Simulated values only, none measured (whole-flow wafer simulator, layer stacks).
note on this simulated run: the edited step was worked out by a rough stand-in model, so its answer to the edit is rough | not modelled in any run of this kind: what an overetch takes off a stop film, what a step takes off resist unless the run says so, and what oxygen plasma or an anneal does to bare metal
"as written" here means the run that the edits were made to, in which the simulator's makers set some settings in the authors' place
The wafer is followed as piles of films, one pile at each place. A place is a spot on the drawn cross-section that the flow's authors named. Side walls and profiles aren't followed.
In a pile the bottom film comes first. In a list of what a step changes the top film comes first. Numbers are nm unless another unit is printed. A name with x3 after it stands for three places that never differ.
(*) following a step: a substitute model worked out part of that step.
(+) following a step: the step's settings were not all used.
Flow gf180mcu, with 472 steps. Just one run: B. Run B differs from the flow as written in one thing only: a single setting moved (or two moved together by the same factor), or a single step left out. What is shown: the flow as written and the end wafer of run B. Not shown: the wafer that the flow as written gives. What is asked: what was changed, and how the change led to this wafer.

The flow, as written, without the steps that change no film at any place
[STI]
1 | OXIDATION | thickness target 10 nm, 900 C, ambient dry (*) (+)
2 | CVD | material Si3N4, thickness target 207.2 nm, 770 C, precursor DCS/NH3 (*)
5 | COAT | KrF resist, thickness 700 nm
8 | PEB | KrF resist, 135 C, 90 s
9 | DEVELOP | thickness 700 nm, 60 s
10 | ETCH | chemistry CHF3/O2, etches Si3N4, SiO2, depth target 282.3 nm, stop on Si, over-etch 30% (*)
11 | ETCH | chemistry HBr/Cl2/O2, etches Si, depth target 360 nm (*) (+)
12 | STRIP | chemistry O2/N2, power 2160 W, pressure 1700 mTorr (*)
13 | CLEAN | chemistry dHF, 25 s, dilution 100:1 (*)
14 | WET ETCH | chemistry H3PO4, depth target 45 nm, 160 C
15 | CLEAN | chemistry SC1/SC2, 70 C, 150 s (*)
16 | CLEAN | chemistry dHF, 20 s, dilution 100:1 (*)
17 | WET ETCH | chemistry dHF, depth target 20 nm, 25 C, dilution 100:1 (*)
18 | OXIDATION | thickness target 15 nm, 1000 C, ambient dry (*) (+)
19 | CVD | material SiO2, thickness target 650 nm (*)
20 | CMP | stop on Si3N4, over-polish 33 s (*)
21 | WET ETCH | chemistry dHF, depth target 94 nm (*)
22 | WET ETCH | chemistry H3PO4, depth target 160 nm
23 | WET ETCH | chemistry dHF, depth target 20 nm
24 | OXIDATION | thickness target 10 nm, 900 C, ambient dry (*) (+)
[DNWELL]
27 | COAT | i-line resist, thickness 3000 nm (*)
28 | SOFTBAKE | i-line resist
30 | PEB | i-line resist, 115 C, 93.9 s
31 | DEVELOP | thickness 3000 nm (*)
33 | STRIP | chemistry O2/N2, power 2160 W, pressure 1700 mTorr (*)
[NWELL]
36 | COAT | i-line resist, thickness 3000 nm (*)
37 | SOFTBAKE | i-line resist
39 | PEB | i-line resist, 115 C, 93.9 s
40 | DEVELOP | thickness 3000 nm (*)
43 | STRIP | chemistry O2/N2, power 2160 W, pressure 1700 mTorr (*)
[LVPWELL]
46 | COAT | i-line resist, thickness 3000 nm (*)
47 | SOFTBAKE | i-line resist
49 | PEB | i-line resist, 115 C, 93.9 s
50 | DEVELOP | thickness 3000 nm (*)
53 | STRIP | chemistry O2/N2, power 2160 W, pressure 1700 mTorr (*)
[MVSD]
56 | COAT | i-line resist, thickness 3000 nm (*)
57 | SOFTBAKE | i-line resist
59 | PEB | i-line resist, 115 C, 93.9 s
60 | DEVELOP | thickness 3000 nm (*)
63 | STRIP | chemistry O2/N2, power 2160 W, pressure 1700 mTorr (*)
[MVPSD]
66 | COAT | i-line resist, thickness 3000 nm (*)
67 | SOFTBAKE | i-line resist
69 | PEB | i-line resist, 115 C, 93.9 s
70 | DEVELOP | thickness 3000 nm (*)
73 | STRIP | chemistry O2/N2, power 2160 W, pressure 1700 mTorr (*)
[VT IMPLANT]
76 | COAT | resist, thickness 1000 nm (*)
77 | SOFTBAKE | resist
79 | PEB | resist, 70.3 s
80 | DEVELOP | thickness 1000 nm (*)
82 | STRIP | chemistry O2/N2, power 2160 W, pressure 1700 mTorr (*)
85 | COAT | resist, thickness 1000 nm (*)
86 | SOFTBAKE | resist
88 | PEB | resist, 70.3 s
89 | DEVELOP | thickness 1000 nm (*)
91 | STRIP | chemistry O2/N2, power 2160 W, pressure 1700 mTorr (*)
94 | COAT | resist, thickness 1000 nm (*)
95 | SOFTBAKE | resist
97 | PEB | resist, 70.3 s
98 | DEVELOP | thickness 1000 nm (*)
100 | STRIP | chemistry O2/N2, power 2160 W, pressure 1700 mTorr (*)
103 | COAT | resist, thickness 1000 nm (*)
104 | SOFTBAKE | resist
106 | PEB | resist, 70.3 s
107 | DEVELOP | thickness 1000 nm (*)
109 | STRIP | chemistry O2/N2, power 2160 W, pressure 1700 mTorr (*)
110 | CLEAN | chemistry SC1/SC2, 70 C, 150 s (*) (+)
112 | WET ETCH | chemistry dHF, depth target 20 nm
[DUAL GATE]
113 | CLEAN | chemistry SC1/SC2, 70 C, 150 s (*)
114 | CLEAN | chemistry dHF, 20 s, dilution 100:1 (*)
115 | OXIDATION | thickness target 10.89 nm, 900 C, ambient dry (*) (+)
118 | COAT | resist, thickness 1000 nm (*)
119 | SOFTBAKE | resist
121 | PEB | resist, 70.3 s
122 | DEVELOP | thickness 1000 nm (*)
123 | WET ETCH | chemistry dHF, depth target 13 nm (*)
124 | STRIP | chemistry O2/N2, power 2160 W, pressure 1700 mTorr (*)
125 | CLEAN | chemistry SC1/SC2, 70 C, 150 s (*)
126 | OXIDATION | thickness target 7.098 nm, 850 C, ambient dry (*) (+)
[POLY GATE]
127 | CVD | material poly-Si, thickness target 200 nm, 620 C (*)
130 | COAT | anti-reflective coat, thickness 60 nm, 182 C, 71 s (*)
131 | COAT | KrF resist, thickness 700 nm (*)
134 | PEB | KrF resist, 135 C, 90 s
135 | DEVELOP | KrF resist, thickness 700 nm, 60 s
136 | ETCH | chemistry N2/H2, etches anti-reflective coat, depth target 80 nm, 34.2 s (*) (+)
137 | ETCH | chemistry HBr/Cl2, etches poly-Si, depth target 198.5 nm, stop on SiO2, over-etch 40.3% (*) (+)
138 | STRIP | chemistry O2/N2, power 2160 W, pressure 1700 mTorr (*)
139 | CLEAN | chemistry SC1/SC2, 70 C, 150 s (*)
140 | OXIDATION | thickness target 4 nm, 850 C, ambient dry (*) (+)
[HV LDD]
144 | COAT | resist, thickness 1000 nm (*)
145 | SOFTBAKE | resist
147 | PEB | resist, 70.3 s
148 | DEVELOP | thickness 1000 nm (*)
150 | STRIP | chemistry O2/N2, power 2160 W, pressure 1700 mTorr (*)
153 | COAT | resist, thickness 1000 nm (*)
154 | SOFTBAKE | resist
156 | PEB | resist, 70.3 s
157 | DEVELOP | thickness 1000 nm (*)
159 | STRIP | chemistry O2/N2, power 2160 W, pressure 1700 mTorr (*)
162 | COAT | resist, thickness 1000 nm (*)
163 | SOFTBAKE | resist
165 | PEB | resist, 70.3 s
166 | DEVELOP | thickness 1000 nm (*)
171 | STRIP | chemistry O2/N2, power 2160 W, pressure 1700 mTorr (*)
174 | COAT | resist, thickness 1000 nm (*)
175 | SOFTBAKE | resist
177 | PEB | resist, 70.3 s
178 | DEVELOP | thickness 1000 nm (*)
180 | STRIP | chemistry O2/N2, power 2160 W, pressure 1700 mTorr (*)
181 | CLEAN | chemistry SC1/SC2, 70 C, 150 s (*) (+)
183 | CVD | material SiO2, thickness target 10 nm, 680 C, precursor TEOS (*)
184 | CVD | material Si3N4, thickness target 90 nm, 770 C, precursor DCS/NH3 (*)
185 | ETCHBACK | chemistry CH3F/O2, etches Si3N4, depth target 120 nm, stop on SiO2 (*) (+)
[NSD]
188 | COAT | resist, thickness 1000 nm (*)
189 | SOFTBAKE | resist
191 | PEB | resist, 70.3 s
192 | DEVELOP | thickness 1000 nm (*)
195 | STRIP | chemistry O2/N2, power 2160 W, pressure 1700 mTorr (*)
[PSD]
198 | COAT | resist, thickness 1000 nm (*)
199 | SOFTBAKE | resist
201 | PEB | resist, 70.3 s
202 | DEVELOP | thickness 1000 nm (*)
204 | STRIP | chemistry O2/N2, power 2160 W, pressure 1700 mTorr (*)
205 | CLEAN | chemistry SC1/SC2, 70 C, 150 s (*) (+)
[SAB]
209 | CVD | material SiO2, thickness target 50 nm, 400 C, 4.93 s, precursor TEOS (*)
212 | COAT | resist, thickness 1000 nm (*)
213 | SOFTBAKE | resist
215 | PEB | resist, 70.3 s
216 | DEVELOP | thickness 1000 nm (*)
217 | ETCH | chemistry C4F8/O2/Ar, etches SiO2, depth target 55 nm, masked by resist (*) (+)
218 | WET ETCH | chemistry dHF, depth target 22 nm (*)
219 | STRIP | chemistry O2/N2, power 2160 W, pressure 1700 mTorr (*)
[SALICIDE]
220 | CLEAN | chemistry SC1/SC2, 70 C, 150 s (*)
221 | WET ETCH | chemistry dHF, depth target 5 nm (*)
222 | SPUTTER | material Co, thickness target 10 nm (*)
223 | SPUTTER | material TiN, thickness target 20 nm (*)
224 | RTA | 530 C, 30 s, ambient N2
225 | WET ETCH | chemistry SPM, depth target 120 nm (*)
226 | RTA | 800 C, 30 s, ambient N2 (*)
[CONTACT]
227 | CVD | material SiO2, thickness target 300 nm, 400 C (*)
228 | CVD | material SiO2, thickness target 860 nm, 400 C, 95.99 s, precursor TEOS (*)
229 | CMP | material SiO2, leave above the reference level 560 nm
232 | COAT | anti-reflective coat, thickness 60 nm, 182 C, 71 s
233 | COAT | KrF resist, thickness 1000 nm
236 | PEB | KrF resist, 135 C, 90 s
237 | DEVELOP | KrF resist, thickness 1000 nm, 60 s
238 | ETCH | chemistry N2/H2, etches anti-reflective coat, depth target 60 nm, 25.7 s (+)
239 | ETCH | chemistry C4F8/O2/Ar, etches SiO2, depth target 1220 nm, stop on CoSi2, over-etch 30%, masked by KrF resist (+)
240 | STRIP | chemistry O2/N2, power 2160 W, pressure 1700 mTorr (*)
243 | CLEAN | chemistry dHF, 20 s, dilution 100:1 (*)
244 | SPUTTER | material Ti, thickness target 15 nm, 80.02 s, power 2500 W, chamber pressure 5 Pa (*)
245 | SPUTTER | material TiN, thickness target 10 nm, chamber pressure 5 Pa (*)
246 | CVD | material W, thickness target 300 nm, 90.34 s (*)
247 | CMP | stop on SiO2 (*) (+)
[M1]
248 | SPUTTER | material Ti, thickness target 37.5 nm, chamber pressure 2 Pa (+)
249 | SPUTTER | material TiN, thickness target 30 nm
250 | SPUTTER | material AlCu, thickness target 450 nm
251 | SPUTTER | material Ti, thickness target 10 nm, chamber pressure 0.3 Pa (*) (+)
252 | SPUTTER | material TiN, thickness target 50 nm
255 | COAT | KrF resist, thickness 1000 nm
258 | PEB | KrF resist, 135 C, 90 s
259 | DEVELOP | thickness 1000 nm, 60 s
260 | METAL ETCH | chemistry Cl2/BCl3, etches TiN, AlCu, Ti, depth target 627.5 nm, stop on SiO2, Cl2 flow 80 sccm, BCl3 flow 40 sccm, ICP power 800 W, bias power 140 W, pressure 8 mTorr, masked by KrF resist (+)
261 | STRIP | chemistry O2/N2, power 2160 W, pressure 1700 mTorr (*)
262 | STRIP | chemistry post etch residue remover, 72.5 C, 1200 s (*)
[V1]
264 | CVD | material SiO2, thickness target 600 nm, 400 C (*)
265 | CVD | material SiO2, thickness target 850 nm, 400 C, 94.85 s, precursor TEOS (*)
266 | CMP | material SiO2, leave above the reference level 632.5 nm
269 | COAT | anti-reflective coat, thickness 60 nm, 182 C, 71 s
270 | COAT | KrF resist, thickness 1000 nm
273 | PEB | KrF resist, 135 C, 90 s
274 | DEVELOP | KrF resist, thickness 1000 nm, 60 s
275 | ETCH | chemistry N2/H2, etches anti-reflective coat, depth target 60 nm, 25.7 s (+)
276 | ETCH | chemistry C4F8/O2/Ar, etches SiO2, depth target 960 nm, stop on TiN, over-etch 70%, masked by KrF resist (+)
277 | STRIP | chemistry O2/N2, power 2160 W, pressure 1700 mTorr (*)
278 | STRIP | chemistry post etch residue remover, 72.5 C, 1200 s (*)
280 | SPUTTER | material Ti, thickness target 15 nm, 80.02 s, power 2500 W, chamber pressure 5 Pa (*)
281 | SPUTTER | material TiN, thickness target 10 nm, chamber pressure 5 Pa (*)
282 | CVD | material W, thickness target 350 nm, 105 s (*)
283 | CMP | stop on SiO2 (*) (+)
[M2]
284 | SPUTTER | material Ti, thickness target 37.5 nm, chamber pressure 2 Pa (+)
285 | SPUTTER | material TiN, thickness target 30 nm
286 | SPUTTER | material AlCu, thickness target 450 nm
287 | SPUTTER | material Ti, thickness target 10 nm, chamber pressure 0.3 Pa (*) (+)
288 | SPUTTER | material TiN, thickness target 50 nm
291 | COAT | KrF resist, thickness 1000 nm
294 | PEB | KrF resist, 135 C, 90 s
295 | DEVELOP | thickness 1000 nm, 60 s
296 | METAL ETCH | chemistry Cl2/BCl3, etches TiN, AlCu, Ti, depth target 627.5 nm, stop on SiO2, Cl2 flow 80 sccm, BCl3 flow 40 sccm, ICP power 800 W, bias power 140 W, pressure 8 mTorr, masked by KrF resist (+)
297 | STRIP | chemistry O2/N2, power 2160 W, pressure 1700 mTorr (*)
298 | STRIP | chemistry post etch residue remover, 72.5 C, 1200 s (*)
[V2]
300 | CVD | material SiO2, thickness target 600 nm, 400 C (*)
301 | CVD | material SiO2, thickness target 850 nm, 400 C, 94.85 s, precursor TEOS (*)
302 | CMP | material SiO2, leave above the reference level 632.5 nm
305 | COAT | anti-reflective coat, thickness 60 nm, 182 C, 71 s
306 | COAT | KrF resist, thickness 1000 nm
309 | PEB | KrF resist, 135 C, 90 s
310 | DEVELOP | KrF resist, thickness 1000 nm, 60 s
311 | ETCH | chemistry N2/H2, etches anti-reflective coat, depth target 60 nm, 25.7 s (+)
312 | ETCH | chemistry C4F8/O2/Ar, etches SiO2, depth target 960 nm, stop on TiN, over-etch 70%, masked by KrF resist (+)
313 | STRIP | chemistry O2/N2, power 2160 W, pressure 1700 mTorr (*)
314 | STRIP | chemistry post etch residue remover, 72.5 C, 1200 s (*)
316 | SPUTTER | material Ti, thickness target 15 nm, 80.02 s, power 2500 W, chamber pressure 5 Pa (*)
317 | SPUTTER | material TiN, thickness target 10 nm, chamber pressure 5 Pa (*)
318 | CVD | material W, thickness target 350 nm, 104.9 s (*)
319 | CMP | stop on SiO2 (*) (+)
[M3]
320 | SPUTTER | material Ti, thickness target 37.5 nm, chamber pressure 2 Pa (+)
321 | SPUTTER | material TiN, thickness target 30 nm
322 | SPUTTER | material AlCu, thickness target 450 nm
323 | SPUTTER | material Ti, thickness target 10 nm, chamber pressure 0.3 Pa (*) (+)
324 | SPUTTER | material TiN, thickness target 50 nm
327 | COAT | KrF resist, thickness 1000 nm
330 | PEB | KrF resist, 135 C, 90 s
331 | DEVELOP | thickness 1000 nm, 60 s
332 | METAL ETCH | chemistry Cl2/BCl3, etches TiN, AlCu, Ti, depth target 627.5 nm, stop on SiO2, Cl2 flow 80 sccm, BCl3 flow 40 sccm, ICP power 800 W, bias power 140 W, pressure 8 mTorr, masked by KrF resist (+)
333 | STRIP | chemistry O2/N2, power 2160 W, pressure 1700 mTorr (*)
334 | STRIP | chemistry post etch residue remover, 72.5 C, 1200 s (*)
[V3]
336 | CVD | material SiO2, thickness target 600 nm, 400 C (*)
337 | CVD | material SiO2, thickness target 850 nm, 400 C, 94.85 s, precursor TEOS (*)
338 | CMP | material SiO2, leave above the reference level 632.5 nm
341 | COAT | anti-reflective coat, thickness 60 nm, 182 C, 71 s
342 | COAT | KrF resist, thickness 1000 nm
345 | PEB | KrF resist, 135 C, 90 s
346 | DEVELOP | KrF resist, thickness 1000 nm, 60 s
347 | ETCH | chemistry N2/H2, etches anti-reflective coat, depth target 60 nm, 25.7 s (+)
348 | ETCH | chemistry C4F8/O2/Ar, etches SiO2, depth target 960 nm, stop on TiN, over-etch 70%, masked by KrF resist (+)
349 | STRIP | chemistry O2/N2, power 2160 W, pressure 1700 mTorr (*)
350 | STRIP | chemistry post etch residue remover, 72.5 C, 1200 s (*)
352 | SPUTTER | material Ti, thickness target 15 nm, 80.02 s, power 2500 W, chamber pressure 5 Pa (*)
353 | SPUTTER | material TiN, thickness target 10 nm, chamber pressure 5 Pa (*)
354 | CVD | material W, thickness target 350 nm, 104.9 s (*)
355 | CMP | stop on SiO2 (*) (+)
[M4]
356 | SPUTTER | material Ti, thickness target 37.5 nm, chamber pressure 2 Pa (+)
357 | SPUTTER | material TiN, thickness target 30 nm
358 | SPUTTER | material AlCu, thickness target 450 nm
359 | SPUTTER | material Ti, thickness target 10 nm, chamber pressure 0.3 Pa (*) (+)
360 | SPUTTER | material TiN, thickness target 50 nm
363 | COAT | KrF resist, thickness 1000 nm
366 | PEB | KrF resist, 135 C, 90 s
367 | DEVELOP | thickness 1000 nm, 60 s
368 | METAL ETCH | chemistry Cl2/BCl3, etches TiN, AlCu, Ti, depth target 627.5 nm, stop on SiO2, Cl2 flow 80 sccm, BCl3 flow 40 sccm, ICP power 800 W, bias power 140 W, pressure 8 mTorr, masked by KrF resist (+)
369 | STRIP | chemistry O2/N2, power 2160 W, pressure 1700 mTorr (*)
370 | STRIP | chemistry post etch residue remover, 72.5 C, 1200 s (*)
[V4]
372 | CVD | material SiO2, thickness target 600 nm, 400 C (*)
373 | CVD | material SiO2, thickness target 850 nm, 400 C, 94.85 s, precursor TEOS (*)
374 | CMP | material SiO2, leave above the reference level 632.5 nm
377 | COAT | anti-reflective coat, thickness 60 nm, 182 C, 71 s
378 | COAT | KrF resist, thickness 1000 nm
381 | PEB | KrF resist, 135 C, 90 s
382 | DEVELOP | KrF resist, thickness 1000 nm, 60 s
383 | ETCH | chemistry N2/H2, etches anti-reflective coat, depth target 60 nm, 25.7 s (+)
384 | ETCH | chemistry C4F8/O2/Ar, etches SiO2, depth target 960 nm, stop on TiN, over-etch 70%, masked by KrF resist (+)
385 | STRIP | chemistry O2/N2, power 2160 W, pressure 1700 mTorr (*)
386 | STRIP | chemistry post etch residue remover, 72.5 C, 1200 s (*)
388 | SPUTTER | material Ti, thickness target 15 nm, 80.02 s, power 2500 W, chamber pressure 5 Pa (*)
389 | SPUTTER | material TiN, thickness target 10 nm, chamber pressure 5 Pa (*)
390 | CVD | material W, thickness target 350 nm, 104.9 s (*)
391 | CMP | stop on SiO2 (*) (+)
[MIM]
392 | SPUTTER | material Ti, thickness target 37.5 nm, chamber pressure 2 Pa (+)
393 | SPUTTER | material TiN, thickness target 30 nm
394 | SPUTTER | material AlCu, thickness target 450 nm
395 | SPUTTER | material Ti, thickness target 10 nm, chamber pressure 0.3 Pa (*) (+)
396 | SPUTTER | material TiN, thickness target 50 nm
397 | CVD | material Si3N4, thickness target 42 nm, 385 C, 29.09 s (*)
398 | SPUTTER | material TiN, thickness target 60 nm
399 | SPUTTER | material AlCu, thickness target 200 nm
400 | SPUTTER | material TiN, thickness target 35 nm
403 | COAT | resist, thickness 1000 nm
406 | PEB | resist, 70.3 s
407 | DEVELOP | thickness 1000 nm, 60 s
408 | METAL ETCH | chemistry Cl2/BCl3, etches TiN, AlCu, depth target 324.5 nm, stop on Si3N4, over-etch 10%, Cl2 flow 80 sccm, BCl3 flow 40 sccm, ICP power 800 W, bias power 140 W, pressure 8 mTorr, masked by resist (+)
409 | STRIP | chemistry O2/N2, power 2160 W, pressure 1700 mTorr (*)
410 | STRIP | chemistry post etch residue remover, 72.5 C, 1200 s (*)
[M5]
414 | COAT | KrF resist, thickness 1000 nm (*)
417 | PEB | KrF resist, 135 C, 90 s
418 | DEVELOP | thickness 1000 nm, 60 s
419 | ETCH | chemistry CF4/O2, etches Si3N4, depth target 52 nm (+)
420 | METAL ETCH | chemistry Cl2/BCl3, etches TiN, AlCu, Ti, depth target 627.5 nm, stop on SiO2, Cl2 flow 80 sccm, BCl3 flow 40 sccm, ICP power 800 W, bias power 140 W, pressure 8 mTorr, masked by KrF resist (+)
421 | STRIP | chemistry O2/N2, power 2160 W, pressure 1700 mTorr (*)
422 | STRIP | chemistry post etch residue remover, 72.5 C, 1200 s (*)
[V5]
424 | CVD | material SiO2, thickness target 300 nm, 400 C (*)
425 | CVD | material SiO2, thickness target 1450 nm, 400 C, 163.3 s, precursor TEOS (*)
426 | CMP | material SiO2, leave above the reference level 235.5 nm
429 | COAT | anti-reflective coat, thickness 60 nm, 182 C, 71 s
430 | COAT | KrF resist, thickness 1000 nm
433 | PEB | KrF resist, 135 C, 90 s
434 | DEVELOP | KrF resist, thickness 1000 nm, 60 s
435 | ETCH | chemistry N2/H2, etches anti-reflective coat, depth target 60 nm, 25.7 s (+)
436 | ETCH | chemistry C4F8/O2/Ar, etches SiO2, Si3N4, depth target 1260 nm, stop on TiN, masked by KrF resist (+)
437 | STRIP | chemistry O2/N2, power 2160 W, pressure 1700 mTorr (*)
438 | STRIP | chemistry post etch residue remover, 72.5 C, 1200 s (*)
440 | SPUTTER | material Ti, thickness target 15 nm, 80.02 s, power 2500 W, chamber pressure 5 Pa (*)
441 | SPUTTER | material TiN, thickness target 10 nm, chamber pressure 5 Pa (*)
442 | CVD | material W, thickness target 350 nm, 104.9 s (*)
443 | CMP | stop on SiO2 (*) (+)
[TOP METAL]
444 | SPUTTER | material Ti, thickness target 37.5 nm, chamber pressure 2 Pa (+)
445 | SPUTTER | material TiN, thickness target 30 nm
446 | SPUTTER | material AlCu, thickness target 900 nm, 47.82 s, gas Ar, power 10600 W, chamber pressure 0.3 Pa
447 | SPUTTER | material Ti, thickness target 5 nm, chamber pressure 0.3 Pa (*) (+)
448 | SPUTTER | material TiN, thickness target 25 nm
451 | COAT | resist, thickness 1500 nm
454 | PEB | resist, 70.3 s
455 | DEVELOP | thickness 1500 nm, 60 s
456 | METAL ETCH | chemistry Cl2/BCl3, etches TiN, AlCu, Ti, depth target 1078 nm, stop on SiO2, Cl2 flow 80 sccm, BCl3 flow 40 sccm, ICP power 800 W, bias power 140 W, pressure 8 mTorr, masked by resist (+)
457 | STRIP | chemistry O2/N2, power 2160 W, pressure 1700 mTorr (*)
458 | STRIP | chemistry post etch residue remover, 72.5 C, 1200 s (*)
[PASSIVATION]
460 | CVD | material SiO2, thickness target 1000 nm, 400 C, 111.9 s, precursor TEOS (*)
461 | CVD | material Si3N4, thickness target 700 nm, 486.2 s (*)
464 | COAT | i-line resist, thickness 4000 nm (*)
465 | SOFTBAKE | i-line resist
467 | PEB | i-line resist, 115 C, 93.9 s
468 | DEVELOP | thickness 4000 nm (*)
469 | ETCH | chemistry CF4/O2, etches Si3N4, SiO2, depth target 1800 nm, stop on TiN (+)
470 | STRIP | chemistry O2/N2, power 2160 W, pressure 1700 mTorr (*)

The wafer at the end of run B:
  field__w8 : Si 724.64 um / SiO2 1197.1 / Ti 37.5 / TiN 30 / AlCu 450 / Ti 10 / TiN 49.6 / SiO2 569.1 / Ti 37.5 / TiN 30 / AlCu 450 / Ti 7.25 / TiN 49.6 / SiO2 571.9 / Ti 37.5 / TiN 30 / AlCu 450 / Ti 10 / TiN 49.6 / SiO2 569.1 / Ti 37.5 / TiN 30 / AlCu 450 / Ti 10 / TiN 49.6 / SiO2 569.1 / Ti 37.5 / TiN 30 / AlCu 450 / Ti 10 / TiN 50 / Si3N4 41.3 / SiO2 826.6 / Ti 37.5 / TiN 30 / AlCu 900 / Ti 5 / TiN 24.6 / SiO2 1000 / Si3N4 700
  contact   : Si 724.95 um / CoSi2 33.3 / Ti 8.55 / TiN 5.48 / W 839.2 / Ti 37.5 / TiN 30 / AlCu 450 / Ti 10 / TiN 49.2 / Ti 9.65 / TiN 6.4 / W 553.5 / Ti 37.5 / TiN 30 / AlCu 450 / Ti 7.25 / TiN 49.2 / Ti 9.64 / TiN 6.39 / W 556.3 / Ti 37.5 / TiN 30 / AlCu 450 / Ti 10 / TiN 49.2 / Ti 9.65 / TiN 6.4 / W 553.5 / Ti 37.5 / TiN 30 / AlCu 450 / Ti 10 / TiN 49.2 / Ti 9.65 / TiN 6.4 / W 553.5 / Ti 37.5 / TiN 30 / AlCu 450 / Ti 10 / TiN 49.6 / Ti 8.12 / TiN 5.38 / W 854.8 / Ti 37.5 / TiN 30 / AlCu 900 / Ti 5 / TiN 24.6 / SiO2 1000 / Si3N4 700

Cause: step 287, SPUTTER: thickness target 7.25 nm was run, while the flow as written has thickness target 10 nm.
The wafer itself shows it: field__w8 has Ti 7.25, and step 287 as written asks for 10 nm.

Step by step, how the change led to this:
  287 | SPUTTER | material Ti, thickness target 10 nm, chamber pressure 0.3 Pa (*) (+)
      field, field__w1, field__w2 and 108 more: +7.25 Ti (new film) (as written it would have been: +10 Ti (new film))
  296 | METAL ETCH | chemistry Cl2/BCl3, etches TiN, AlCu, Ti, depth target 627.5 nm, stop on SiO2, Cl2 flow 80 sccm, BCl3 flow 40 sccm, ICP power 800 W, bias power 140 W, pressure 8 mTorr, masked by KrF resist (+)
      field, field__w1, field__w2 and 103 more: -50 TiN (all of it), -7.25 Ti (all of it), -450 AlCu (all of it), -30 TiN (all of it), -37.5 Ti (all of it) (as written it would have been: -50 TiN (all of it), -10 Ti (all of it), -450 AlCu (all of it), -30 TiN (all of it), -37.5 Ti (all of it))
